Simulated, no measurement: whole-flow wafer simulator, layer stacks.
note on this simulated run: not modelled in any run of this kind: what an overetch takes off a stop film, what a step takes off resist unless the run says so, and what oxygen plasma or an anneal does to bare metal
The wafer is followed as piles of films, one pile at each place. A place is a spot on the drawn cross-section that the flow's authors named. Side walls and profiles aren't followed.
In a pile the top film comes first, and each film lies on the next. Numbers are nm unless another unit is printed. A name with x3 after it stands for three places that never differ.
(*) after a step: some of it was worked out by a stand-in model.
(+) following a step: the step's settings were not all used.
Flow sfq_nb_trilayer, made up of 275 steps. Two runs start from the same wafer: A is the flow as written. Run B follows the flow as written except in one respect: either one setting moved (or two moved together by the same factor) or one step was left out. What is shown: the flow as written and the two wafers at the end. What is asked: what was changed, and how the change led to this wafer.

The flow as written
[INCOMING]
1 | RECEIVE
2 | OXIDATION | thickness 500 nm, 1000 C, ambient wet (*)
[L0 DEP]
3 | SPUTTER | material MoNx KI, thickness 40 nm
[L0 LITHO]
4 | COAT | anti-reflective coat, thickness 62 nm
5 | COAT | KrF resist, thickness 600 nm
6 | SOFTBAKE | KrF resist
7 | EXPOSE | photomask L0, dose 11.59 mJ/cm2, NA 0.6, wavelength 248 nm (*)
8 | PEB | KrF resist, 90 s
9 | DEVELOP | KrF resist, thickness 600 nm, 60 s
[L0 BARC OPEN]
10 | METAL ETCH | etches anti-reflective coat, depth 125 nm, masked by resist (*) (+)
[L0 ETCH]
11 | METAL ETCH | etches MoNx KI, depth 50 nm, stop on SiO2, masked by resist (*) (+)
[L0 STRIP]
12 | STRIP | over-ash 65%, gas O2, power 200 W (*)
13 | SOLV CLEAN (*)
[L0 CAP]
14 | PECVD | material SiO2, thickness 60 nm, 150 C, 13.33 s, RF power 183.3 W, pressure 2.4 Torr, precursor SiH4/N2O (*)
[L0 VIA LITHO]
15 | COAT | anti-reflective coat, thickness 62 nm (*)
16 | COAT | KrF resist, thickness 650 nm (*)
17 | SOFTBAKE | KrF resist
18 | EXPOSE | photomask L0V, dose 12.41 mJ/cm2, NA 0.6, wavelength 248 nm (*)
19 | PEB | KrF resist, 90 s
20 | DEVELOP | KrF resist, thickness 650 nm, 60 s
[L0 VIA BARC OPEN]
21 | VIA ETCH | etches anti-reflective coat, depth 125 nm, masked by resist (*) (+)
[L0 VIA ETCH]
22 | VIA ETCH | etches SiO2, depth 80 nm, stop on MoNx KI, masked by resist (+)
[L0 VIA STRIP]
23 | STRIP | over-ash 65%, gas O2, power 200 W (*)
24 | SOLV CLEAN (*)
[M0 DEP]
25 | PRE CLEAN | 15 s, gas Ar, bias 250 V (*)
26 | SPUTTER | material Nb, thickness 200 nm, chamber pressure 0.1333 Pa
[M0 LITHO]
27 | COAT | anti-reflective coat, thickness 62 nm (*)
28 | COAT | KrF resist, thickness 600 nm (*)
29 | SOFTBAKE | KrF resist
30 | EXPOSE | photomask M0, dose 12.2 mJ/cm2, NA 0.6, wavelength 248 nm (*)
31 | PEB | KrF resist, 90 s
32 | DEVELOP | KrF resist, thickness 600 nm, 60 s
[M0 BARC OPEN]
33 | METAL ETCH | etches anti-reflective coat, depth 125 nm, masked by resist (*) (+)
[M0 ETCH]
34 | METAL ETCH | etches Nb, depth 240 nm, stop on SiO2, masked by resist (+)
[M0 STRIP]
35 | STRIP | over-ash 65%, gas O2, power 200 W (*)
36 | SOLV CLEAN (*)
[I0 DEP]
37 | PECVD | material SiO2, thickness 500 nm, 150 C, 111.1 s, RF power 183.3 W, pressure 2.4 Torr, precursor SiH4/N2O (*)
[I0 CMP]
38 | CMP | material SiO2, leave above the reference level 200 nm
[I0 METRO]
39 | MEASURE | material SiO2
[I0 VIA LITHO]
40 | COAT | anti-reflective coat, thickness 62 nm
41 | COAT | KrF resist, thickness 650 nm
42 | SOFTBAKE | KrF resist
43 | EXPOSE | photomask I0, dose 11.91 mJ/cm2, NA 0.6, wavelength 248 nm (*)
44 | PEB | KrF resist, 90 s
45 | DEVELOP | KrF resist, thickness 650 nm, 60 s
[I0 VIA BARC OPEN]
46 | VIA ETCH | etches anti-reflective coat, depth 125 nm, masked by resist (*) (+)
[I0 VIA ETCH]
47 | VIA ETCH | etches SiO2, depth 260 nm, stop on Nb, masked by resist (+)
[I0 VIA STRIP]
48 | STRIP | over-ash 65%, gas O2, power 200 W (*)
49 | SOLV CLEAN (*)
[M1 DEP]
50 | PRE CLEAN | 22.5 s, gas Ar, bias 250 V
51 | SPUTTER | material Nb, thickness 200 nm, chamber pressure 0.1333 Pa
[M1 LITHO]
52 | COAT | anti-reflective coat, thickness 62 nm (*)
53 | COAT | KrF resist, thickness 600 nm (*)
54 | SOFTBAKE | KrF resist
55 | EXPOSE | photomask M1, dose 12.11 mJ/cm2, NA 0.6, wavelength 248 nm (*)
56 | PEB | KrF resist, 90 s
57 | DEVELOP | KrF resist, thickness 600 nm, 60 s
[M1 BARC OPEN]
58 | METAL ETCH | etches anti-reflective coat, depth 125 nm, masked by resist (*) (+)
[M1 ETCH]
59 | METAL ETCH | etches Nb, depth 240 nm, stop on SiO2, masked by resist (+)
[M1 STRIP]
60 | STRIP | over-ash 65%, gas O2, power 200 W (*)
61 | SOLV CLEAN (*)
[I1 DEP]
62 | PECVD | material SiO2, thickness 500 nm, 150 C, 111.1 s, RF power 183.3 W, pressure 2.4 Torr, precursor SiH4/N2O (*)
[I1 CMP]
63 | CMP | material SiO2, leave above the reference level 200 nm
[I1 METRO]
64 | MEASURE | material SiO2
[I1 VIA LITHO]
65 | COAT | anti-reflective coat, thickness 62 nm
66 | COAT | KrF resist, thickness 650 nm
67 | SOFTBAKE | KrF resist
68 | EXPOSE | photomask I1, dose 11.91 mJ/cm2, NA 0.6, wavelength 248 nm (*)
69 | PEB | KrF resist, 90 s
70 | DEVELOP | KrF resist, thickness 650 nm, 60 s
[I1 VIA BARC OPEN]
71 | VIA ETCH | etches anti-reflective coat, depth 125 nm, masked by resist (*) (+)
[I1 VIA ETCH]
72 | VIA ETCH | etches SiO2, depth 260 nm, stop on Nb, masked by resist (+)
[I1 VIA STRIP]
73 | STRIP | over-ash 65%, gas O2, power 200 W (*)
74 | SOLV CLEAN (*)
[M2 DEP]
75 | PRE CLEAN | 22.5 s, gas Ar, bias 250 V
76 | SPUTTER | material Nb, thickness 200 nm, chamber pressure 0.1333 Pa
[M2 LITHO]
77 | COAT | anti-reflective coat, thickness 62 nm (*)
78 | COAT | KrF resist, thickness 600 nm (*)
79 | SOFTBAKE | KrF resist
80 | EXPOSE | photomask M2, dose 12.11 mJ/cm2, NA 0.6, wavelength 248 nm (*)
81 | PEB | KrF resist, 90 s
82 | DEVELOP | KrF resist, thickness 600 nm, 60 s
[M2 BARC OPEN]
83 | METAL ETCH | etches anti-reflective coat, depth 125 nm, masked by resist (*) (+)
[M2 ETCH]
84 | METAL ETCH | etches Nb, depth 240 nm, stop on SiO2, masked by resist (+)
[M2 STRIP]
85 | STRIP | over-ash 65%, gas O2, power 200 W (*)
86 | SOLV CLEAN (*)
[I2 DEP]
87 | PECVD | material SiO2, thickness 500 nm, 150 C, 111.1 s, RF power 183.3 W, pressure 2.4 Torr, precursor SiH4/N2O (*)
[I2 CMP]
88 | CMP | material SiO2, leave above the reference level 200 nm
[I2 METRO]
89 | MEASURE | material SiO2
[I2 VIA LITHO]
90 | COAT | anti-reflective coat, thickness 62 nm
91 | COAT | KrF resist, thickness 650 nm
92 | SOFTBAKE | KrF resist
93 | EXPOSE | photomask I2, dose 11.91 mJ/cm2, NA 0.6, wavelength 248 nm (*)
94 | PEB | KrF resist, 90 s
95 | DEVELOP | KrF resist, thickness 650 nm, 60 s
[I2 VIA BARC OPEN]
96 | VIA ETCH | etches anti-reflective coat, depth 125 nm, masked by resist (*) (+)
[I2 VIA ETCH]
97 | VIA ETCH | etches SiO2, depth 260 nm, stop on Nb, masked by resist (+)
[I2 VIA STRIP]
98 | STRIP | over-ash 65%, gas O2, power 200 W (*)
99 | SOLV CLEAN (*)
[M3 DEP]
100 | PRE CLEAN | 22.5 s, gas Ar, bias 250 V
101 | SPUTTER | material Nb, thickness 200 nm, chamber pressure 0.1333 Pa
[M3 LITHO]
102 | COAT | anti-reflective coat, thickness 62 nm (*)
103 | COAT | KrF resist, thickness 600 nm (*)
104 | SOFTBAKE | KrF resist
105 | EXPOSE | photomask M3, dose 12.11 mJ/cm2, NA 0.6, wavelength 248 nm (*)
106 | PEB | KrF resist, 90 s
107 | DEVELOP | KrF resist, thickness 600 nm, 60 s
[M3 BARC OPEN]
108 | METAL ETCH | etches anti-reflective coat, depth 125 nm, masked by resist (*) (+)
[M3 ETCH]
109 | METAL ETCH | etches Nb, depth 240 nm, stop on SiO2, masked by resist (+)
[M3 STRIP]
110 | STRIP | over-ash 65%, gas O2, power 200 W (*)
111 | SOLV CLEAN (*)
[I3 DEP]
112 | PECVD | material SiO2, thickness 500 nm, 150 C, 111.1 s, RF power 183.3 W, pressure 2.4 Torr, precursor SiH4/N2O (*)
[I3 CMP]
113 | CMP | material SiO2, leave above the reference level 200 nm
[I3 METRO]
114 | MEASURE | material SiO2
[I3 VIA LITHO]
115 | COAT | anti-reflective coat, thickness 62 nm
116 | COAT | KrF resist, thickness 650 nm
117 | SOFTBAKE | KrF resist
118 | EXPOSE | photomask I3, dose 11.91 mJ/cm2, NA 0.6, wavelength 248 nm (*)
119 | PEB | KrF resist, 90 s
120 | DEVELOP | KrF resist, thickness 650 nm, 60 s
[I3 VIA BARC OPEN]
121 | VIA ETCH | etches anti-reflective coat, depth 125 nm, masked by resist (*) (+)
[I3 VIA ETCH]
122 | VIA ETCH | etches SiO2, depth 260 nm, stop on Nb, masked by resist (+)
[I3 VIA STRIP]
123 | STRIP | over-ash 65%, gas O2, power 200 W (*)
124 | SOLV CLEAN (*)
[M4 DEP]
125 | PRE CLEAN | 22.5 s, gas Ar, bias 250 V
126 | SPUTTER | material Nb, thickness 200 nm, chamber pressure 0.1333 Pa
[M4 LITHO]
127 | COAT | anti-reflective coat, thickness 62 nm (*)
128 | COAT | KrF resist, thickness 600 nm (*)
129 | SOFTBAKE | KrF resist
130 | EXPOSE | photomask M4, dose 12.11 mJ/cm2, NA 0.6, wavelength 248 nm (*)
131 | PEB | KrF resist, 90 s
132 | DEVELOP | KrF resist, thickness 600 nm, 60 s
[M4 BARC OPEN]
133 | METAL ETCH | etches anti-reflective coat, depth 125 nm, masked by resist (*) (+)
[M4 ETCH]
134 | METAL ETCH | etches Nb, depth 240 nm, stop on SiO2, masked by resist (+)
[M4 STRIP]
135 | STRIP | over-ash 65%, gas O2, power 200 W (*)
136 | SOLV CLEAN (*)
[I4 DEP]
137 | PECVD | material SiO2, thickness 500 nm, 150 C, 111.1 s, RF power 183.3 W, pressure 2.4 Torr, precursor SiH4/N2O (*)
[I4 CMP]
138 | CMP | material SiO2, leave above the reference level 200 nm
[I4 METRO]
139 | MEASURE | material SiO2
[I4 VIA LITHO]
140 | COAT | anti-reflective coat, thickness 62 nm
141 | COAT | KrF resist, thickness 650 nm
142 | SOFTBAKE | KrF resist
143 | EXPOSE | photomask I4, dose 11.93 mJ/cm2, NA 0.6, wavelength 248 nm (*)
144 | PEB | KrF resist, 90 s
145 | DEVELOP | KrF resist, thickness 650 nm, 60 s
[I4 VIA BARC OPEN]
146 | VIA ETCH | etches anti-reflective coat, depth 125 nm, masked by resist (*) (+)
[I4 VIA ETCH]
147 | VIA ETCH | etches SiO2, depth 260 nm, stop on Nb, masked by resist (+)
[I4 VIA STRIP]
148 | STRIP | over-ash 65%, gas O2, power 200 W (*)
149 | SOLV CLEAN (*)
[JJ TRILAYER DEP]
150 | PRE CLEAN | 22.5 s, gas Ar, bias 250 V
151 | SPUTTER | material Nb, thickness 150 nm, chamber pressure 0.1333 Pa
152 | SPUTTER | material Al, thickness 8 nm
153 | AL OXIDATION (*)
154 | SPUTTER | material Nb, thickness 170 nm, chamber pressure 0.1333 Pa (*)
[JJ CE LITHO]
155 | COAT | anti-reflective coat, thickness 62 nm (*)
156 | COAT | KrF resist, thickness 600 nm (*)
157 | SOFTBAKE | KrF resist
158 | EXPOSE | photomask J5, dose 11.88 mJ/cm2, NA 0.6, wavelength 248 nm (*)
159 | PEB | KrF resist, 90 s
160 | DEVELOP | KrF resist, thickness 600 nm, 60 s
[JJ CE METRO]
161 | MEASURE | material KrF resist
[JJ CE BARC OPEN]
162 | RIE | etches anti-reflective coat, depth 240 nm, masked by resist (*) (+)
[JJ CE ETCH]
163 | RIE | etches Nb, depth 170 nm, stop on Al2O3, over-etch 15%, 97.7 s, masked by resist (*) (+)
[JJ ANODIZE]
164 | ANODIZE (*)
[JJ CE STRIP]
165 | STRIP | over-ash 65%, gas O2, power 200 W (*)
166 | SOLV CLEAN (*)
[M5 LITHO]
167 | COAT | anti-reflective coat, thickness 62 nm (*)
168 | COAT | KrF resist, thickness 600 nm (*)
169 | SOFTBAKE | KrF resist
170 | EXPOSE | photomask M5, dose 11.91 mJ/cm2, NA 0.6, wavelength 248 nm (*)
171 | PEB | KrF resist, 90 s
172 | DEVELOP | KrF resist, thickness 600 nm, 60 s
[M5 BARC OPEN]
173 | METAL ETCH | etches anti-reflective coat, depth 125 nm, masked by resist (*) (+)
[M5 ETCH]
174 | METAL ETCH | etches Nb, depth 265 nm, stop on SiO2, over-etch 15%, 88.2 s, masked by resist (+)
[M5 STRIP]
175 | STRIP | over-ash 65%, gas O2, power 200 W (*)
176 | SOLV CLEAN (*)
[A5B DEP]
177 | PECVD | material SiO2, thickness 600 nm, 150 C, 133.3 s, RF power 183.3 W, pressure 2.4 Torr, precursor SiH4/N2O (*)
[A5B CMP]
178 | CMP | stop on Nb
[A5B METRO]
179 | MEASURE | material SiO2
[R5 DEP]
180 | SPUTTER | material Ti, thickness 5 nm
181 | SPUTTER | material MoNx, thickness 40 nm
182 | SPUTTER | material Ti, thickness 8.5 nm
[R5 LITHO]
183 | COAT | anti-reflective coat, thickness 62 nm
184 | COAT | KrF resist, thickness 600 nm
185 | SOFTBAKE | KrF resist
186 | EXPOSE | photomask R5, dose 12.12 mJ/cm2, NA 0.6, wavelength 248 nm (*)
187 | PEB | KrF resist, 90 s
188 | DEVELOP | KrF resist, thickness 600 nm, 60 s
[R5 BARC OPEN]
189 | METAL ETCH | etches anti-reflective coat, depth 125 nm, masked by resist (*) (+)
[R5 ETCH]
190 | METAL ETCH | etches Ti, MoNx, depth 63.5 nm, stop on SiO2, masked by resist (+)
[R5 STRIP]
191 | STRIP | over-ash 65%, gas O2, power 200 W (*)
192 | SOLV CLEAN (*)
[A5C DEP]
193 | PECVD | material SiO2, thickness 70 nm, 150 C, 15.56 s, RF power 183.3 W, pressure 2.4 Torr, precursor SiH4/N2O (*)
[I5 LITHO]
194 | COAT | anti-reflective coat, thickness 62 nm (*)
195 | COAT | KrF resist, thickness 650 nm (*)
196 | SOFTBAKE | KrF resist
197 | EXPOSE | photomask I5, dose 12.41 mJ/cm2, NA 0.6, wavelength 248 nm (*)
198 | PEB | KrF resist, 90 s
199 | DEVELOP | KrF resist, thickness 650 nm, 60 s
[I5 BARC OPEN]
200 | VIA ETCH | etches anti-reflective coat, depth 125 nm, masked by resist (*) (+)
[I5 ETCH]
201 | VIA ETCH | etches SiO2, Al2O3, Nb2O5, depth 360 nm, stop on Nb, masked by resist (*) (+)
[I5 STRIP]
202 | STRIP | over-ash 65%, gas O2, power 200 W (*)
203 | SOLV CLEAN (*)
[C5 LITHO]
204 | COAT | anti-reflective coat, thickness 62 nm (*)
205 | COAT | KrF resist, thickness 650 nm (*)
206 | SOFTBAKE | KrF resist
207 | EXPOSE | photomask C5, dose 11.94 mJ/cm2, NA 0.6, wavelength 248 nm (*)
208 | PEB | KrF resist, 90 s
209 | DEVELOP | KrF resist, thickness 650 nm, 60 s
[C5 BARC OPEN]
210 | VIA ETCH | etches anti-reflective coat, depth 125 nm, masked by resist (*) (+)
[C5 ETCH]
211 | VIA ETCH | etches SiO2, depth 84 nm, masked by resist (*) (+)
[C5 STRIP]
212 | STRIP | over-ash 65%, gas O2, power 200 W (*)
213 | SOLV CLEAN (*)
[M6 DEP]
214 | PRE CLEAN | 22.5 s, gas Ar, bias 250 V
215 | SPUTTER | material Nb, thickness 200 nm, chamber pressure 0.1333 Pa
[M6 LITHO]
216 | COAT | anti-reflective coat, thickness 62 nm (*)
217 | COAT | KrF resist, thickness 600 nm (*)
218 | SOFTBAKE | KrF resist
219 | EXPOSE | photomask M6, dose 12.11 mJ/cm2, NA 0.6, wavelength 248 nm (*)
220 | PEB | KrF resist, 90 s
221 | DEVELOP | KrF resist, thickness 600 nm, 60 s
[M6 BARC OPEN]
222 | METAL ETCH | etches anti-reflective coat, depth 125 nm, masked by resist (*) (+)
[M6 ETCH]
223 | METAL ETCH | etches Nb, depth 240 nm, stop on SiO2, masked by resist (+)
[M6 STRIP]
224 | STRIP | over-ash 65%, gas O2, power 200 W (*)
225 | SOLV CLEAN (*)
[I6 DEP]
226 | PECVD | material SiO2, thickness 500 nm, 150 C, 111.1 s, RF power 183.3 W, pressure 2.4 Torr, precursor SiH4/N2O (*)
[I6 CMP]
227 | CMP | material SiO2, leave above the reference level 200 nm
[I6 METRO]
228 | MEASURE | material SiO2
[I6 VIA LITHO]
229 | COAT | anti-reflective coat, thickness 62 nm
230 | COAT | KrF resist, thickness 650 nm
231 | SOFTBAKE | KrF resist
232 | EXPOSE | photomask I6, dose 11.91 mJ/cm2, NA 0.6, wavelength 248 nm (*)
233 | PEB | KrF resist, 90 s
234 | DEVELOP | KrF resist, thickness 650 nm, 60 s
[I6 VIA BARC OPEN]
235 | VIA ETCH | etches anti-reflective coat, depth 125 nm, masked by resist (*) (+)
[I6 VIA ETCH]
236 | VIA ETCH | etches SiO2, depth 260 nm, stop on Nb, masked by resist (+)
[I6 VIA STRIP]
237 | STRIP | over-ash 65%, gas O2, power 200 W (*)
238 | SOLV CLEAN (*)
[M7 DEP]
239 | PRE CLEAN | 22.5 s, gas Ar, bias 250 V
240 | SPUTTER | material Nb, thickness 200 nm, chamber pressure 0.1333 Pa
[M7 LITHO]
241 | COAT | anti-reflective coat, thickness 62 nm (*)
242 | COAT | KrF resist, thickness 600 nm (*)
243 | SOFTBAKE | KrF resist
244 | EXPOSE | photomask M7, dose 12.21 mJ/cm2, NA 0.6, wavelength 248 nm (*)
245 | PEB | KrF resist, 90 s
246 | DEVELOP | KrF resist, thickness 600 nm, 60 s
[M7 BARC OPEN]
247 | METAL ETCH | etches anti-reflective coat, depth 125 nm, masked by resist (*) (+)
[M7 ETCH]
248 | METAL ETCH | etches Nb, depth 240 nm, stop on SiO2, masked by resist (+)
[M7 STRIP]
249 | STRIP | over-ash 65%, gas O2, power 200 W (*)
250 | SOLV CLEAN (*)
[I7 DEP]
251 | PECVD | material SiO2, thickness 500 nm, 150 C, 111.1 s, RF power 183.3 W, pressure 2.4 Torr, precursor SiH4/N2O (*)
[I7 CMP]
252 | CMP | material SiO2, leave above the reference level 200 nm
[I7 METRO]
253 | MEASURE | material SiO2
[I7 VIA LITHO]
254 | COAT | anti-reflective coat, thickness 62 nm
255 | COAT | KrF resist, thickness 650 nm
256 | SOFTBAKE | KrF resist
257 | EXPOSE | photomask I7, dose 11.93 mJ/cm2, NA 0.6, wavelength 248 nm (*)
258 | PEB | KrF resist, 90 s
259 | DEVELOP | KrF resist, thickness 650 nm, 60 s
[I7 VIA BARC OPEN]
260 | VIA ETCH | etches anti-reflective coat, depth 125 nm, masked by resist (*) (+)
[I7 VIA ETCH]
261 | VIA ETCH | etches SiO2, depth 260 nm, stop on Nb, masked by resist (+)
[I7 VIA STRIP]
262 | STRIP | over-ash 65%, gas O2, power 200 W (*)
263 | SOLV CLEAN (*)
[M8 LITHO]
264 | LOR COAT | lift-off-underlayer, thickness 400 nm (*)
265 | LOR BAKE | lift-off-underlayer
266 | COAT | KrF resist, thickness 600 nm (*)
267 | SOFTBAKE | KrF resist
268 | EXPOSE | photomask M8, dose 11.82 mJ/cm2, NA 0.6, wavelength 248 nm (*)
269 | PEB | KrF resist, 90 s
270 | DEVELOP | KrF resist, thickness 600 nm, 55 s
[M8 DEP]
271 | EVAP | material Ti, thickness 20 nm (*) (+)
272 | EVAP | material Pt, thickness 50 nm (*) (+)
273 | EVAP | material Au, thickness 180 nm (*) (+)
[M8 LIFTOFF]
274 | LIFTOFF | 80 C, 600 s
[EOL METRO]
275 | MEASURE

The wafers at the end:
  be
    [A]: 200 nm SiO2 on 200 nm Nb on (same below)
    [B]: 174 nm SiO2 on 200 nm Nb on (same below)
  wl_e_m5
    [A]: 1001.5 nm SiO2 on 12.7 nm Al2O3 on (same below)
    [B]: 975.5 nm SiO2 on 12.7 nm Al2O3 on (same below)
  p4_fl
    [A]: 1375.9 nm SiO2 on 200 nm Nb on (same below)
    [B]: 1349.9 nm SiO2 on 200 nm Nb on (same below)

What caused this: step 252, CMP: leave above the reference level 174 nm was run, though the flow has leave above the reference level 200 nm.
The wafer lets one read it off: be has SiO2 174, and step 252 as written asks for 200 nm.

The path from the change to this, step by step:
  252 | CMP | material SiO2, leave above the reference level 200 nm
      field_l, p4_fl, p4_fm and 56 more: A -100 SiO2 | B -126 SiO2
      v_sur, via_wl, via_w and 37 more: A -300 SiO2 | B -326 SiO2
      (and at 7 other places as well)
  261 | VIA ETCH | etches SiO2, depth 260 nm, stop on Nb, masked by resist (+)
      via_wl, via_w, via_wr: A -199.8 SiO2 (all of it) | B -173.8 SiO2 (all of it)
  264 | LOR COAT | lift-off-underlayer, thickness 400 nm (*)
      via_wl, via_wr: A +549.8 lift-off-underlayer (new film) | B +530.3 lift-off-underlayer (new film)
      via_w: A +536.4 lift-off-underlayer (new film) | B +518.7 lift-off-underlayer (new film)
  270 | DEVELOP | KrF resist, thickness 600 nm, 55 s
      via_wl: A -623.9 KrF resist (all of it), -549.8 lift-off-underlayer (all of it) | B -620.6 KrF resist (all of it), -530.3 lift-off-underlayer (all of it)
      via_w: A -635.4 KrF resist (all of it), -536.4 lift-off-underlayer (all of it) | B -630.7 KrF resist (all of it), -518.7 lift-off-underlayer (all of it)
      (and at 1 other place as well)
